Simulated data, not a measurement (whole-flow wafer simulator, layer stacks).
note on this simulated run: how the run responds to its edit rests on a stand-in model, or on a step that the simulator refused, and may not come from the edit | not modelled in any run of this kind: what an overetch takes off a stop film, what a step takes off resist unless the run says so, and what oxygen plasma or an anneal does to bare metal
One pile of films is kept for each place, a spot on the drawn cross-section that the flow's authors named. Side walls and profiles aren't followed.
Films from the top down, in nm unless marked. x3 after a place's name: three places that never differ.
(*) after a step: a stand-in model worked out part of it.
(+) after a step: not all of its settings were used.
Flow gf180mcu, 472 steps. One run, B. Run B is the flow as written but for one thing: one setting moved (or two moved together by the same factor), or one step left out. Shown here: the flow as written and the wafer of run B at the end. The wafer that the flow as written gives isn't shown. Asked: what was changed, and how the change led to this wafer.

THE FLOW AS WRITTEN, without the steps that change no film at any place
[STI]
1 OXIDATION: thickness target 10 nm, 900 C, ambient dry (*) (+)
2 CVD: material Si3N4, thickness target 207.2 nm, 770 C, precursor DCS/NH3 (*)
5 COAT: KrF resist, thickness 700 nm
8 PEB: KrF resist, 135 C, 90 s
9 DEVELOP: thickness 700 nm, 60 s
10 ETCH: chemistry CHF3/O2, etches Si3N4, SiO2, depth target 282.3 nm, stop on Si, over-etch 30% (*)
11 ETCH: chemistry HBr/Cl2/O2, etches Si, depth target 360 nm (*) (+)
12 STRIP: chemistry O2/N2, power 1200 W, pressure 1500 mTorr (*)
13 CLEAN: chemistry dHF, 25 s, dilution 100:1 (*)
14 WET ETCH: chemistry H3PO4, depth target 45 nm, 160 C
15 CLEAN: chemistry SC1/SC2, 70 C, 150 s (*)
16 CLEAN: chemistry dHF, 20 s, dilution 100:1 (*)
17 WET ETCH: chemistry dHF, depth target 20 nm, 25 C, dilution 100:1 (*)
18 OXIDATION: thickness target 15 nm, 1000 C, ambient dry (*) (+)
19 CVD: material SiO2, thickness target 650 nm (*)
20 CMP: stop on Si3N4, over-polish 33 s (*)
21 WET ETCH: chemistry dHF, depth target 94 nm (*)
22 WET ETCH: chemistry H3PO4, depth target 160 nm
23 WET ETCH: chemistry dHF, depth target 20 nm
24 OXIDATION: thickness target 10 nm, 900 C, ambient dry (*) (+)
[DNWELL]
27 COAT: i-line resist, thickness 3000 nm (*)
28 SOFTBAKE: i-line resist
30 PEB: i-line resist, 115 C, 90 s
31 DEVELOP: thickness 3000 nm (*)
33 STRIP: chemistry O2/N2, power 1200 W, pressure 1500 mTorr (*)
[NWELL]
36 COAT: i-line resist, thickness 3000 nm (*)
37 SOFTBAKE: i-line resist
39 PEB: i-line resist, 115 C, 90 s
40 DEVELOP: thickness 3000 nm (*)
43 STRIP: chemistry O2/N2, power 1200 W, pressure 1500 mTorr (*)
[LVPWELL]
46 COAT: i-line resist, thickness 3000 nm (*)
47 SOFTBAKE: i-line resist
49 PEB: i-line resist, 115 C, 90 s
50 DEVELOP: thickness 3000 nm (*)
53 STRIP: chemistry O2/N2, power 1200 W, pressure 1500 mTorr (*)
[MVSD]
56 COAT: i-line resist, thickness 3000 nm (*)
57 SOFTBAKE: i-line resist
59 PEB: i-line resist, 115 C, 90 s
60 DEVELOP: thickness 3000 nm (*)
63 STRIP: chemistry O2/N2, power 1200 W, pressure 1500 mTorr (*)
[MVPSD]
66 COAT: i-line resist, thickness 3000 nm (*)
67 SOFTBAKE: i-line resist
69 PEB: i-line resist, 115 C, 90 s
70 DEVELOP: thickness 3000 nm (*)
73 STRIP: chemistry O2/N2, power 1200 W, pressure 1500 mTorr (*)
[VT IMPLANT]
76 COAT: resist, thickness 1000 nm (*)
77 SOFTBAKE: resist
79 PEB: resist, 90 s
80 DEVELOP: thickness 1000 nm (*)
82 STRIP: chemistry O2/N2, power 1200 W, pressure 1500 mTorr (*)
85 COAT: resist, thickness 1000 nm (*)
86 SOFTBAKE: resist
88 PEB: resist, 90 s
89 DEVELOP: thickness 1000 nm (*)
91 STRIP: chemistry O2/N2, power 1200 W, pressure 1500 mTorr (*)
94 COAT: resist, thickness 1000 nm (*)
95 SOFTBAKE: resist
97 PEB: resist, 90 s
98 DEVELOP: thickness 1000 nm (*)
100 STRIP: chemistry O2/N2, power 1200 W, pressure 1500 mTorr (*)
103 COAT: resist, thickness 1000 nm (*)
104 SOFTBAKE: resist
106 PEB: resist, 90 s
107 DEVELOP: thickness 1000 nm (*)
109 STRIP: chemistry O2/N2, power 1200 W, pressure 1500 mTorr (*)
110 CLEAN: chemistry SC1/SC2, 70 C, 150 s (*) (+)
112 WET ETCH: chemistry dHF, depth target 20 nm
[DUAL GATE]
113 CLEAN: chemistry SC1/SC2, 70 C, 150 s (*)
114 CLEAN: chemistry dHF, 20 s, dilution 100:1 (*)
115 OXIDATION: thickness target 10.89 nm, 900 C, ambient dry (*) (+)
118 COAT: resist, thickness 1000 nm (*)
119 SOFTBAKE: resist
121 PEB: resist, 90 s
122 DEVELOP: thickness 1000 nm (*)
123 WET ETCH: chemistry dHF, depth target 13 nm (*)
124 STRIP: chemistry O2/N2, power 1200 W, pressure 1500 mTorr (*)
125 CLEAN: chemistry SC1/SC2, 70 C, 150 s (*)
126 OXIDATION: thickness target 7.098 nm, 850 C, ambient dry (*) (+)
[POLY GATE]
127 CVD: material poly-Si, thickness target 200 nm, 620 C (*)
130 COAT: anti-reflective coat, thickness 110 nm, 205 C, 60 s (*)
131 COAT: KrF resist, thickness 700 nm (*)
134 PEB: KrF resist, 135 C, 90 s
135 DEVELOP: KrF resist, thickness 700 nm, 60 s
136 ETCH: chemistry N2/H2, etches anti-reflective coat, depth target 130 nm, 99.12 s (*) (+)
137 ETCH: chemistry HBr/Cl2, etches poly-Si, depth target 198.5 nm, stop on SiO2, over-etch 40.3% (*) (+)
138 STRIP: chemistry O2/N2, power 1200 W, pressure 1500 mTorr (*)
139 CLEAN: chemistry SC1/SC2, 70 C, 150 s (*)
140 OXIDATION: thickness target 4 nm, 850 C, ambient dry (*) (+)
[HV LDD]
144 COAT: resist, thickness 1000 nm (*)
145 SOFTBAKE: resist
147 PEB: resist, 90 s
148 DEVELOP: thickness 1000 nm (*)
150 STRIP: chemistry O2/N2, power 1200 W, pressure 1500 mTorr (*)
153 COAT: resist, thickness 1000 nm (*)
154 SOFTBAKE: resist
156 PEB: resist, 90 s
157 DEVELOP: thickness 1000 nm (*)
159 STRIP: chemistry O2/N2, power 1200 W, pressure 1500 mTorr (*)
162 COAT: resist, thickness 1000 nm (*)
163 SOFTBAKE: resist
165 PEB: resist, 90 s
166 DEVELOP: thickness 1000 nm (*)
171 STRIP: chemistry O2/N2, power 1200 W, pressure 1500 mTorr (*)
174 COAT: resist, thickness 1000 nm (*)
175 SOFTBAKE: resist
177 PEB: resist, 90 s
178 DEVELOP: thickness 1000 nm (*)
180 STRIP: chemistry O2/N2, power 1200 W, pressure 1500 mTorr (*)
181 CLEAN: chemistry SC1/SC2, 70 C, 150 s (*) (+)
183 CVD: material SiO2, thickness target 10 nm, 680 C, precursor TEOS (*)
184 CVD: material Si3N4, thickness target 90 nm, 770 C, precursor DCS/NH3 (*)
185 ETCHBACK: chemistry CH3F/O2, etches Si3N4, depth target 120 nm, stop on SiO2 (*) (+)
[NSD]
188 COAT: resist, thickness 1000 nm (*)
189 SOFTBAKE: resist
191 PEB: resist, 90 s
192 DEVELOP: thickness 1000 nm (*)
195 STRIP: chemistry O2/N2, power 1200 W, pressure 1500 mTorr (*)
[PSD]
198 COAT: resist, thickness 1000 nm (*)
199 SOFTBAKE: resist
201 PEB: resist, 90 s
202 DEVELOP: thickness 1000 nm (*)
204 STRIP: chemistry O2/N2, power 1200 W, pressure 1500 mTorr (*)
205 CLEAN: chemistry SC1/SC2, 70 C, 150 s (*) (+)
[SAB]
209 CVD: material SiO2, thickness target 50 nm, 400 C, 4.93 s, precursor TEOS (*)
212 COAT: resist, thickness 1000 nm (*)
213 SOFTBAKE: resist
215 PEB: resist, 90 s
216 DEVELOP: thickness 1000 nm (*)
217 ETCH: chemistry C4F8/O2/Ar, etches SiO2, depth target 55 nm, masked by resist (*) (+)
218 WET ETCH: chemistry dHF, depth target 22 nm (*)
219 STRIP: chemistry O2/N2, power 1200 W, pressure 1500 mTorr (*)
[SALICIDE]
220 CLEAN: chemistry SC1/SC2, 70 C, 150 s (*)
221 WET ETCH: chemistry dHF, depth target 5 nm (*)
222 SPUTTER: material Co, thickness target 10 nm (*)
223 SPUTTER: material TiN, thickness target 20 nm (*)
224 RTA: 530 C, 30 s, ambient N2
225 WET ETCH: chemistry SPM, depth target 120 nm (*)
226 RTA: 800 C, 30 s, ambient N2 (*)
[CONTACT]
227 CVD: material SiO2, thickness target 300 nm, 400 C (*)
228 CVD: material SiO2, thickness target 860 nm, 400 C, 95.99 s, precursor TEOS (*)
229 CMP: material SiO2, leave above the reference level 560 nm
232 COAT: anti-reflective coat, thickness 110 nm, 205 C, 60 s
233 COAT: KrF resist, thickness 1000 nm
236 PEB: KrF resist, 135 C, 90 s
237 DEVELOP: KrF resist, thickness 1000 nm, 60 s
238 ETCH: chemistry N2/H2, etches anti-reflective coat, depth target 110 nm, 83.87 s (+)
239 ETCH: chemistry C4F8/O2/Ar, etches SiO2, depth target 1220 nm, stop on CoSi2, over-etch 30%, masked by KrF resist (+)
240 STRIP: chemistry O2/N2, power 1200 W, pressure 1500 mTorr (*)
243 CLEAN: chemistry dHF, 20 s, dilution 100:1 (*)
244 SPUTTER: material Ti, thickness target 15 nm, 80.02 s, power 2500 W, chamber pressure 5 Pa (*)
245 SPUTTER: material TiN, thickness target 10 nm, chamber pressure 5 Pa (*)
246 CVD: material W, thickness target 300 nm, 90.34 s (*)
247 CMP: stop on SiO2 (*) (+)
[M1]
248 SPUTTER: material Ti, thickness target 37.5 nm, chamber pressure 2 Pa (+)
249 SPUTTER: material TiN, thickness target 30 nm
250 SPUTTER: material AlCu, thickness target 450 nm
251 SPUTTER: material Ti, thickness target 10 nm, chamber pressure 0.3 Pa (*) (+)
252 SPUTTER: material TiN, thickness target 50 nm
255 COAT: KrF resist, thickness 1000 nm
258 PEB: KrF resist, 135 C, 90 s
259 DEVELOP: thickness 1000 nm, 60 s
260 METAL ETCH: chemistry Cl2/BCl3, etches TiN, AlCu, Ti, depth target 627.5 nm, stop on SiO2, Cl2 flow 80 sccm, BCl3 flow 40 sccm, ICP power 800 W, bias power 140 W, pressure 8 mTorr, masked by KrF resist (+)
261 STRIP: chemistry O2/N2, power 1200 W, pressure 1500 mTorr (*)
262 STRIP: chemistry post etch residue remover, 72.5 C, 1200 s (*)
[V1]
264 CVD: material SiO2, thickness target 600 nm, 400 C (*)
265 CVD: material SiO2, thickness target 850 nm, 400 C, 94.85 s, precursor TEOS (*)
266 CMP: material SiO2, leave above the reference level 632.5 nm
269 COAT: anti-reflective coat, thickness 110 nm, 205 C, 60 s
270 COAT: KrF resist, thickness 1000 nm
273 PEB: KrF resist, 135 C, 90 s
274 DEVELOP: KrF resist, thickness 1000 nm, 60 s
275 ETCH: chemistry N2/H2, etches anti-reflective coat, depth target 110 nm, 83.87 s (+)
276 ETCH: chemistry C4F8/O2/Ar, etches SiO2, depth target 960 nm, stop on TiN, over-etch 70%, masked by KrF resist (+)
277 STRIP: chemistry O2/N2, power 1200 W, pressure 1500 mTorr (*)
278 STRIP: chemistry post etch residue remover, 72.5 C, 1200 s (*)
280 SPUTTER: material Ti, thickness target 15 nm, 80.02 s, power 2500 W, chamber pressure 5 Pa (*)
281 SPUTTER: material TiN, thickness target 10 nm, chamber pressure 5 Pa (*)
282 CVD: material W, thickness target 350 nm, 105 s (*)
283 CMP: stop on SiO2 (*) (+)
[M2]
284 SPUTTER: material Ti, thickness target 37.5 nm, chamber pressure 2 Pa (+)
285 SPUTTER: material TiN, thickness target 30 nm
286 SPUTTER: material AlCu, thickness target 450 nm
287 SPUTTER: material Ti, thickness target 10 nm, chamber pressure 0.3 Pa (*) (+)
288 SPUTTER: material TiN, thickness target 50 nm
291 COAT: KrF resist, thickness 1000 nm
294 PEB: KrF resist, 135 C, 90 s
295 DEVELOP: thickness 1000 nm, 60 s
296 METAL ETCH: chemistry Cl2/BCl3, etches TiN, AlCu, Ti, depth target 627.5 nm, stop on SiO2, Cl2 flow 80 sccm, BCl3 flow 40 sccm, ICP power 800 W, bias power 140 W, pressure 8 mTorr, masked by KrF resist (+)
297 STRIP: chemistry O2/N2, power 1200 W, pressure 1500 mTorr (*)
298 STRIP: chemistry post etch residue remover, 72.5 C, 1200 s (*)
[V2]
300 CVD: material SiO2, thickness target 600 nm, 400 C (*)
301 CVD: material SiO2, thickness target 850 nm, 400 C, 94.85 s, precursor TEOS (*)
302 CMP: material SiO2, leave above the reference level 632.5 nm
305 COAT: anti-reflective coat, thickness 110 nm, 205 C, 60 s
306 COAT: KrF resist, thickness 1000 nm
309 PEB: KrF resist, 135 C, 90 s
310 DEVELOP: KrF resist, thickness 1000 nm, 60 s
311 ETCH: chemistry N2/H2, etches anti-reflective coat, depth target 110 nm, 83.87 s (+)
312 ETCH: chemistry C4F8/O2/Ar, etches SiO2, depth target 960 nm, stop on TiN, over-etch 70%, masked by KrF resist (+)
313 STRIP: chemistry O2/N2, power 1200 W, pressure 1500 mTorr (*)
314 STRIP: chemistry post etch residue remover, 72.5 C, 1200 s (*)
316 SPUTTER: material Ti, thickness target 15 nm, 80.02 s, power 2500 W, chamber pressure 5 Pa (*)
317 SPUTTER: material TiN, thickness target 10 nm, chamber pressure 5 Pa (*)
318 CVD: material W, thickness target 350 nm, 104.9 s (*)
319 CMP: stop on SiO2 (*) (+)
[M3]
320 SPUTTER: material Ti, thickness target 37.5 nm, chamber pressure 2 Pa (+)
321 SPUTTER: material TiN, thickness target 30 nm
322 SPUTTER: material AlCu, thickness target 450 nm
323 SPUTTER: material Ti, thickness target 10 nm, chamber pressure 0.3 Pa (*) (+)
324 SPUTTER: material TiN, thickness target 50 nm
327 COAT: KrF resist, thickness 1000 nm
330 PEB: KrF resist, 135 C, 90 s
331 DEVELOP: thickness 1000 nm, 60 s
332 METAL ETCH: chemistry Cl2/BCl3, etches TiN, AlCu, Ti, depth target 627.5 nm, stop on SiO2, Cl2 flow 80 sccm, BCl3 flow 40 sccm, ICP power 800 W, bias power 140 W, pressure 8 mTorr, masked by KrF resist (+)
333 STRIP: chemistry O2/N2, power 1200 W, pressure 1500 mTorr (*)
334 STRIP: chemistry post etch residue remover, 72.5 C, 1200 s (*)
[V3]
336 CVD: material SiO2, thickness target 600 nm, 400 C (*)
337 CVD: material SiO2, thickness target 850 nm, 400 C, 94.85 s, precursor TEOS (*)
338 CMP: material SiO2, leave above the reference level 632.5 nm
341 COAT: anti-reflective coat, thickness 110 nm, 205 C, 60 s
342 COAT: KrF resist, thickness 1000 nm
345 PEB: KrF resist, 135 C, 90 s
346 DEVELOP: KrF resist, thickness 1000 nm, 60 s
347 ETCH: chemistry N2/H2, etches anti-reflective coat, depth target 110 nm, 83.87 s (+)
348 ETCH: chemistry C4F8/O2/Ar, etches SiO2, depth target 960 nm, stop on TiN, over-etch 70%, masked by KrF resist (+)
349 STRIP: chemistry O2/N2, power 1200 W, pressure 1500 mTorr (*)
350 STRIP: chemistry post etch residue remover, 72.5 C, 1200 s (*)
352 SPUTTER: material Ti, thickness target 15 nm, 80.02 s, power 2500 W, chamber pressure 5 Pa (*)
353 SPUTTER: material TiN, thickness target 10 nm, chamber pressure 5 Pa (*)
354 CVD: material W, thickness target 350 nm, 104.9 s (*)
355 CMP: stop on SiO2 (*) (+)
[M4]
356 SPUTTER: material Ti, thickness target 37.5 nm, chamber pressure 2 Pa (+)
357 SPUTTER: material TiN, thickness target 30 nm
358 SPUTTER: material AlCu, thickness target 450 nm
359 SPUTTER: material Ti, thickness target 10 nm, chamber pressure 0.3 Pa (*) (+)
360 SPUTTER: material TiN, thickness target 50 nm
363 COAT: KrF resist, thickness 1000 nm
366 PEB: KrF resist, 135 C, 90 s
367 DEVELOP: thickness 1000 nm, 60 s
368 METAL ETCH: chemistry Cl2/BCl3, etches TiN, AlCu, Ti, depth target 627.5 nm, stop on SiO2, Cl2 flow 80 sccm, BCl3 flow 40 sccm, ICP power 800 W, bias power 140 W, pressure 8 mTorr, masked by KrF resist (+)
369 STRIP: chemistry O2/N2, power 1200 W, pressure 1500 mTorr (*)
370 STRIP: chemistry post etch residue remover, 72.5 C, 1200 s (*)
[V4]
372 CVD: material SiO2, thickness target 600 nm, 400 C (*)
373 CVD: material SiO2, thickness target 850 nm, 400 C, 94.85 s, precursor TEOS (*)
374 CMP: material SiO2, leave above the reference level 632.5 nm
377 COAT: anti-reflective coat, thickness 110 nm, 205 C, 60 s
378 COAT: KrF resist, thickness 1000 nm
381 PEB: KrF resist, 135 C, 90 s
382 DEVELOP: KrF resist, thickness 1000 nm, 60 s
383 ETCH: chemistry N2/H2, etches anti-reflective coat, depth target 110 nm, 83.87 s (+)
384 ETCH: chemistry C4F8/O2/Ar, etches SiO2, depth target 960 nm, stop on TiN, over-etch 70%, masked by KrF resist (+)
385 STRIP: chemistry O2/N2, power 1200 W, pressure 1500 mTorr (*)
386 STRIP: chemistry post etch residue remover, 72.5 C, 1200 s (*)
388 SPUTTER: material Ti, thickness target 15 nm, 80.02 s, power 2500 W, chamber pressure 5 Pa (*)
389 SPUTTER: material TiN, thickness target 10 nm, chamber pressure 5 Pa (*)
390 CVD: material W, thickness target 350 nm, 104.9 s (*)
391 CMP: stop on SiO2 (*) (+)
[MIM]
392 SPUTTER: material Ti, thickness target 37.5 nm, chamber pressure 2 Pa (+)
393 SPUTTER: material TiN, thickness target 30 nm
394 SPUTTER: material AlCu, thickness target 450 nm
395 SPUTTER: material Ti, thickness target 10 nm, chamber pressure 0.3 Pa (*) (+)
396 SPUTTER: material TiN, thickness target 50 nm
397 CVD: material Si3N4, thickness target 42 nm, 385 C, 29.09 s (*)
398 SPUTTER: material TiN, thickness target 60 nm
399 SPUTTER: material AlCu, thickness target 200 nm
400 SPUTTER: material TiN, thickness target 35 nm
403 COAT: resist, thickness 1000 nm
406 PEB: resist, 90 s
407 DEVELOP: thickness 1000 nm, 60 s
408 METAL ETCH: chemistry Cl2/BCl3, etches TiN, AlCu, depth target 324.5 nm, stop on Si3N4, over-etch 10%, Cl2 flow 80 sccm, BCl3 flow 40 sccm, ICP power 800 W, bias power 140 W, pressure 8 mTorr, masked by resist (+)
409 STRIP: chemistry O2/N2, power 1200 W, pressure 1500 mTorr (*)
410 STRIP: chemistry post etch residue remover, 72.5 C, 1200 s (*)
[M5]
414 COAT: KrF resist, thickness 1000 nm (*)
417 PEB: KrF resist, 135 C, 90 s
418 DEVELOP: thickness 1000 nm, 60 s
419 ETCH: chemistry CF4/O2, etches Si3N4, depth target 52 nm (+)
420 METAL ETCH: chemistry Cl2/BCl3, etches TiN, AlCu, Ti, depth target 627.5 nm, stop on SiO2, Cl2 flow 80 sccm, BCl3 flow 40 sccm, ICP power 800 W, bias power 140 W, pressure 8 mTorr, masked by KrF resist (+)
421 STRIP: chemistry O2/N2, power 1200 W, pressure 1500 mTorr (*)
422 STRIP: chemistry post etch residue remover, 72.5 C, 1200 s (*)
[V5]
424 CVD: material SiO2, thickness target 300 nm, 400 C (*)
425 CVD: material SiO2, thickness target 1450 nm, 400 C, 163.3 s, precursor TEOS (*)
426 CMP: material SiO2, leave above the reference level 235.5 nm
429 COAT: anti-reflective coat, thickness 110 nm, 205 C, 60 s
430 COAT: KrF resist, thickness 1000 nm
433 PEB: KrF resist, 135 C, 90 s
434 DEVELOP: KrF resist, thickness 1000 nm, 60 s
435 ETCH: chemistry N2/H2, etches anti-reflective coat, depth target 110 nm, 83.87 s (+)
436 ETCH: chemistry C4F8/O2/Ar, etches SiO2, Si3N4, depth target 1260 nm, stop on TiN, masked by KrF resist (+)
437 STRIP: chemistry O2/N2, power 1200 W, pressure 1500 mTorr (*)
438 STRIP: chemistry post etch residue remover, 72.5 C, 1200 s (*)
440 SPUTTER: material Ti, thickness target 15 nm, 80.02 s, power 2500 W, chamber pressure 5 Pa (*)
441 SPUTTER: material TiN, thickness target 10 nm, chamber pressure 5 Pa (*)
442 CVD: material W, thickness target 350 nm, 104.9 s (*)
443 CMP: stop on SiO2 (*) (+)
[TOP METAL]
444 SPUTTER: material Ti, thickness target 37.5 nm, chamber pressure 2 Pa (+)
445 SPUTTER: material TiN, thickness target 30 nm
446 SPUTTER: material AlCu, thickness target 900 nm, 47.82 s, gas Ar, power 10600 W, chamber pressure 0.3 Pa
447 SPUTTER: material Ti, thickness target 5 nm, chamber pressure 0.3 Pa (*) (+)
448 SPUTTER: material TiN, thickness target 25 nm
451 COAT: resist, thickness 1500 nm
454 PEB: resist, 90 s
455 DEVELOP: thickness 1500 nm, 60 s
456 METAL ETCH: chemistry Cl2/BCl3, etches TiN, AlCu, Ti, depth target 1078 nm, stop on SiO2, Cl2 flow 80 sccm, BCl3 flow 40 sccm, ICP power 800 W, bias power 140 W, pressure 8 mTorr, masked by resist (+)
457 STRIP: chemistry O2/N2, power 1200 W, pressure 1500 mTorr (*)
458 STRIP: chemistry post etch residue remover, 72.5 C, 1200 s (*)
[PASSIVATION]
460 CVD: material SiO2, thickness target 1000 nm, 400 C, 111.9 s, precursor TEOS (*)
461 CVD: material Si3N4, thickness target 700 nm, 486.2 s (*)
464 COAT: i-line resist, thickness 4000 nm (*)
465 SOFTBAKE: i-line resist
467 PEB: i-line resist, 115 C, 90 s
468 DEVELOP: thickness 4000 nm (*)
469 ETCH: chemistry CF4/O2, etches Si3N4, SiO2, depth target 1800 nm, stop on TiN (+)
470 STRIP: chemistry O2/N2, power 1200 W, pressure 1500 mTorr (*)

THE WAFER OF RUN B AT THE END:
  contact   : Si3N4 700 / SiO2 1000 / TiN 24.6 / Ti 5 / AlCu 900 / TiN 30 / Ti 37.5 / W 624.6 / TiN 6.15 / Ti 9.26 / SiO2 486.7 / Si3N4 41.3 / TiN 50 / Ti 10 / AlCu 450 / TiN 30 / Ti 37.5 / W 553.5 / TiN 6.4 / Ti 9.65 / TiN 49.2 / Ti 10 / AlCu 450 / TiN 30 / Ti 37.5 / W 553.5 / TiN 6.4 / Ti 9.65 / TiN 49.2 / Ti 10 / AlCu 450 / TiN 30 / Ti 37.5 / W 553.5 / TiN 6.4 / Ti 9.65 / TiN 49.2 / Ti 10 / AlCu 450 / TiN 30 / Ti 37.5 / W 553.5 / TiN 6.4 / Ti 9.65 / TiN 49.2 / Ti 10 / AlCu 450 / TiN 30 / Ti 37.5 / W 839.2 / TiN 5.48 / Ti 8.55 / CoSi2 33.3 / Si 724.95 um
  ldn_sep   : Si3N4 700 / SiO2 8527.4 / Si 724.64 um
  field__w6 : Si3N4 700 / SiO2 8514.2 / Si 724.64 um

The cause: step 426, CMP: material SiO2, leave above the reference level 235.5 nm, was left out.

How the change led to this, step by step:
  429 COAT: anti-reflective coat, thickness 110 nm, 205 C, 60 s
      p_well, sti, spacer, sd_n, pad, dice_street: anti-reflective coat +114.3 (new film) (as written it would be: anti-reflective coat +110 (new film))
      ld_acc_p, ld_fp_p, ld_drift_p, ld_drn_p: anti-reflective coat +113.1 (new film) (as written it would be: anti-reflective coat +110 (new film))
      (and at 62 more places)
  430 COAT: KrF resist, thickness 1000 nm
      field: KrF resist +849 (new film) (as written it would be: KrF resist +1000 (new film))
      field__w2: KrF resist +1088.1 (new film) (as written it would be: KrF resist +1000 (new film))
      (and at 40 more places)
  433 PEB: KrF resist, 135 C, 90 s
      field: KrF resist -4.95 (as written it would be: KrF resist -6.68)
      field__w2: KrF resist -7.7 (as written it would be: KrF resist -6.68)
      (and at 30 more places)
  434 DEVELOP: KrF resist, thickness 1000 nm, 60 s
      contact: KrF resist -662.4 (all of it) (as written it would be: KrF resist -993.3 (all of it))
  435 ETCH: chemistry N2/H2, etches anti-reflective coat, depth target 110 nm, 83.87 s (+)
      contact: anti-reflective coat -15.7 (all of it), SiO2 -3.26 (as written it would be: anti-reflective coat -110 (all of it), SiO2 -0.85)
  436 ETCH: chemistry C4F8/O2/Ar, etches SiO2, Si3N4, depth target 1260 nm, stop on TiN, masked by KrF resist (+)
      contact: SiO2 -1260 (as written it would be: SiO2 -829.5 (all of it), Si3N4 -41.3 (all of it))
  437 STRIP: chemistry O2/N2, power 1200 W, pressure 1500 mTorr (*)
      p_well, sti, spacer, sd_n, pad, dice_street: KrF resist -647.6 (all of it), anti-reflective coat -114.3 (all of it) (as written it would be: KrF resist -646.9 (all of it), anti-reflective coat -110 (all of it))
      field: KrF resist -497.7 (all of it), anti-reflective coat -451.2 (all of it) (as written it would be: KrF resist -646.9 (all of it), anti-reflective coat -110 (all of it))
      (and at 65 more places)
  440 SPUTTER: material Ti, thickness target 15 nm, 80.02 s, power 2500 W, chamber pressure 5 Pa (*)
      field__w2: Ti +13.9 (new film) (as written it would be: Ti +15 (new film))
      contact: Ti +9.26 (new film) (as written it would be: Ti +8.12 (new film))
  441 SPUTTER: material TiN, thickness target 10 nm, chamber pressure 5 Pa (*)
      field__w2: TiN +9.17 (new film) (as written it would be: TiN +10 (new film))
      contact: TiN +6.15 (new film) (as written it would be: TiN +5.38 (new film))
  442 CVD: material W, thickness target 350 nm, 104.9 s (*)
      contact: W +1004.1 (new film) (as written it would be: W +1233.6 (new film))
  443 CMP: stop on SiO2 (*) (+)
      field__w3, field__w12, npoly_sal, ppoly_sal, nw_sep_fld, gate_hv5, gate_p_hv5, sti_nw: W -350 (all of it), TiN -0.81 (as written it would be: W -350 (all of it), TiN -10 (all of it), Ti -15 (all of it), SiO2 -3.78)
      field__w2: W -350.2 (as written it would be: W -350 (all of it), TiN -10 (all of it), Ti -15 (all of it), SiO2 -3.78)
      (and at 102 more places)
  444 SPUTTER: material Ti, thickness target 37.5 nm, chamber pressure 2 Pa (+)
      field__w2, field__w3, field__w12 and 6 more: Ti +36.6 (new film) (as written it would be: Ti +37.5 (new film))
  445 SPUTTER: material TiN, thickness target 30 nm
      field__w5, field__w6, field__w9 and 37 more: TiN +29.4 (new film) (as written it would be: TiN +30 (new film))
      field__w2, field__w3, field__w12 and 6 more: TiN +28.4 (new film) (as written it would be: TiN +30 (new film))
  446 SPUTTER: material AlCu, thickness target 900 nm, 47.82 s, gas Ar, power 10600 W, chamber pressure 0.3 Pa
      field__w2, field__w3, field__w12 and 6 more: AlCu +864 (new film) (as written it would be: AlCu +900 (new film))
  447 SPUTTER: material Ti, thickness target 5 nm, chamber pressure 0.3 Pa (*) (+)
      field__w2: Ti +4 (new film) (as written it would be: Ti +5 (new film))
  448 SPUTTER: material TiN, thickness target 25 nm
      field__w3, field__w12, ppoly_sal, nw_sep_fld, gate_hv5, gate_p_hv5, sti_nw: TiN +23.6 (new film) (as written it would be: TiN +25 (new film))
      field__w2: TiN +19.9 (new film) (as written it would be: TiN +25 (new film))
      (and at 1 more place)
  ... 10 more steps ...
  470 STRIP: chemistry O2/N2, power 1200 W, pressure 1500 mTorr (*)
      field__w8, m1__w1: i-line resist -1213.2 (all of it) (as written it would be: i-line resist -1787.7 (all of it))
      field__w12, ppoly_sal: i-line resist -2888.8 (all of it) (as written it would be: i-line resist -2802.6 (all of it))
      (and at 11 more places)
Counting metal films that touch as one body, contact has 2 bodies (between them, from the top down: SiO2 486.7 / Si3N4 41.3); the flow as written gives 1 body.
